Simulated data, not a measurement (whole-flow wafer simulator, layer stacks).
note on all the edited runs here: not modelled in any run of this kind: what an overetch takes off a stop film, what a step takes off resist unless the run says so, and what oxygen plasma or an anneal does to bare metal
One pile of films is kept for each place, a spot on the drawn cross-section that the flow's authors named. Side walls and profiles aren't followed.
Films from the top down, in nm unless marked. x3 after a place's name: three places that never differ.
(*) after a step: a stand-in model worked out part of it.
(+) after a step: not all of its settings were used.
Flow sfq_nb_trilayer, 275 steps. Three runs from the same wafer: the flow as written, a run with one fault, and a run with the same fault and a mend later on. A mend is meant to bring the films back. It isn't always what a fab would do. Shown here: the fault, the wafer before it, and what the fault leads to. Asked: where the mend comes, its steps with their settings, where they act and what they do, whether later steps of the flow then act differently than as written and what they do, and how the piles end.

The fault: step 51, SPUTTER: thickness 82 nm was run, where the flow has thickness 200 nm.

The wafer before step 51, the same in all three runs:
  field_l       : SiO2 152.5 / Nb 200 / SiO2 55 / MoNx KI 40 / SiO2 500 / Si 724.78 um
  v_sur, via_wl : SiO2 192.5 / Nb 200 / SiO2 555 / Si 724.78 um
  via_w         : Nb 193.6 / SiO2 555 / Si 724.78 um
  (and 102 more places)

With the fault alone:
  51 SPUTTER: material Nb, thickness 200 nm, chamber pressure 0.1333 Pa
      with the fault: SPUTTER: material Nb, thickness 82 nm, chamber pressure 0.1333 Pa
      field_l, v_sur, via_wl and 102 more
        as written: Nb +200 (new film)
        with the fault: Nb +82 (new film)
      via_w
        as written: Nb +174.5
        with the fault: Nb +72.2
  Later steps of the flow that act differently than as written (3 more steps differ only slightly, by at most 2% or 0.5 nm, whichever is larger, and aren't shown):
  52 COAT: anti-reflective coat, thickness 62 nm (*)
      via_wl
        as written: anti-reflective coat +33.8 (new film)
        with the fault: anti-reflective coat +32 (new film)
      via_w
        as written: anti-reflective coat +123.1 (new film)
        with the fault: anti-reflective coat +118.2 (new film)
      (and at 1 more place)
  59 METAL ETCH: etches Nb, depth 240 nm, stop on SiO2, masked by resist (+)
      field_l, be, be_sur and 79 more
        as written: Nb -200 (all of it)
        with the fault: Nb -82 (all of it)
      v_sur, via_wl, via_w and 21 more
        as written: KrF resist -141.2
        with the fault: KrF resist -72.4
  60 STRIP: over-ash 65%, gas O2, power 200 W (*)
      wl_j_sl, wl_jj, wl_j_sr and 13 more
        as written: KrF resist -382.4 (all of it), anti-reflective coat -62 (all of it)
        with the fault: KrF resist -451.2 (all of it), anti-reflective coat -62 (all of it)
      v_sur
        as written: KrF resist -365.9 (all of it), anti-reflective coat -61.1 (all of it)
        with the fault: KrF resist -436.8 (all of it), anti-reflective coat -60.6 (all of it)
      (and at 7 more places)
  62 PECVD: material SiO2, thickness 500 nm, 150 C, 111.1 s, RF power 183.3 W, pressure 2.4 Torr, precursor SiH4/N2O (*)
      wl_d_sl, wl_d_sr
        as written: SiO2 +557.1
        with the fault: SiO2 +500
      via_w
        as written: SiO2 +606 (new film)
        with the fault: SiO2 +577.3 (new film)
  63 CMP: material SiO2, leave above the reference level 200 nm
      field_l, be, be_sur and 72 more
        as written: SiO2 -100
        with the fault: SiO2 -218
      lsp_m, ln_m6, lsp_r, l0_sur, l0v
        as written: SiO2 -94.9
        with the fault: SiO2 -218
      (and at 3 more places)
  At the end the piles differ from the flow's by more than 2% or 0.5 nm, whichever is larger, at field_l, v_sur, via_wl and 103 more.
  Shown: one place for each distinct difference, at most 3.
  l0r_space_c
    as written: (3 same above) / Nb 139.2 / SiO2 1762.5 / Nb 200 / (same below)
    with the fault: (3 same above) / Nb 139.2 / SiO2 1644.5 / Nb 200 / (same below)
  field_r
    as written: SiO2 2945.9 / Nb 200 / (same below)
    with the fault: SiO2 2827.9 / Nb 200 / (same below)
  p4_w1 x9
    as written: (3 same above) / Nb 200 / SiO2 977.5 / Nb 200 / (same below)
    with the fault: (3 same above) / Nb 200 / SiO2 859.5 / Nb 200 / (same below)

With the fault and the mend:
  The mend comes after step 57.
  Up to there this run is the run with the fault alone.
  57a STRIP: over-ash 65%, gas O2, power 200 W (*)
      p4_fl x3, p4_w1 x9, p4_g1 x2 and 47 more
        anti-reflective coat -62 (all of it)
      wl_j_sl, wl_jj, wl_j_sr and 13 more
        KrF resist -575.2 (all of it), anti-reflective coat -62 (all of it)
      r_sur, res, r_end and 8 more
        anti-reflective coat -61.8 (all of it)
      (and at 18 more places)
  57b SPUTTER: material Nb, thickness 118 nm, chamber pressure 0.1333 Pa (the flow's step 51 once more, with other settings)
      field_l, v_sur, via_wl and 102 more
        Nb +118
      via_w
        Nb +98.1
  57c COAT: anti-reflective coat, thickness 62 nm (*) (the flow's step 52 once more)
      p4_fl x3, p4_w1 x9, p4_g1 x2 and 63 more
        anti-reflective coat +62 (new film)
      r_sur, res, r_end and 9 more
        anti-reflective coat +61.8 (new film)
      jj_sur, ce_l, c5j, ce_r, sp_r, be_r
        anti-reflective coat +61.7 (new film)
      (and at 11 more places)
  57d COAT: KrF resist, thickness 600 nm (*) (the flow's step 53 once more)
      p4_fl x3, p4_w1 x9, p4_g1 x2 and 63 more
        KrF resist +600 (new film)
      res, r_end, moat, field_r, l0_sur
        KrF resist +599.4 (new film)
      lsp_l, ln_m5, lsp_m, ln_m6, lsp_r
        KrF resist +599.5 (new film)
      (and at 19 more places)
  57e SOFTBAKE: KrF resist (the flow's step 54 once more)
      changes no film at any place that is followed
  57f EXPOSE: photomask M1, dose 12.11 mJ/cm2, NA 0.6, wavelength 248 nm (*) (the flow's step 55 once more)
      changes no film at any place that is followed
  57g PEB: KrF resist, 90 s (the flow's step 56 once more)
      wire, be, be_sur and 96 more
        KrF resist -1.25
      field_l, via_v
        KrF resist -1.24
      via_wl, via_wr
        KrF resist -1.26
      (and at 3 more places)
  57h DEVELOP: KrF resist, thickness 600 nm, 60 s (the flow's step 57 once more)
      p4_fl x3, p4_w1 x9, p4_g1 x2 and 47 more
        KrF resist -598.7 (all of it)
      v_sur, via_wl, via_w and 21 more
        KrF resist -23.5
      moat, field_r, lsp_l, lsp_m, ln_m6, lsp_r, l0_sur
        KrF resist -598.2 (all of it)
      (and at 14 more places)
  No later step of the flow acts differently than as written, at any place that is followed, by more than 2% or 0.5 nm, whichever is larger.
  At the end the piles differ from the flow's only slightly at the places that both follow, by at most 2% or 0.5 nm, whichever is larger.
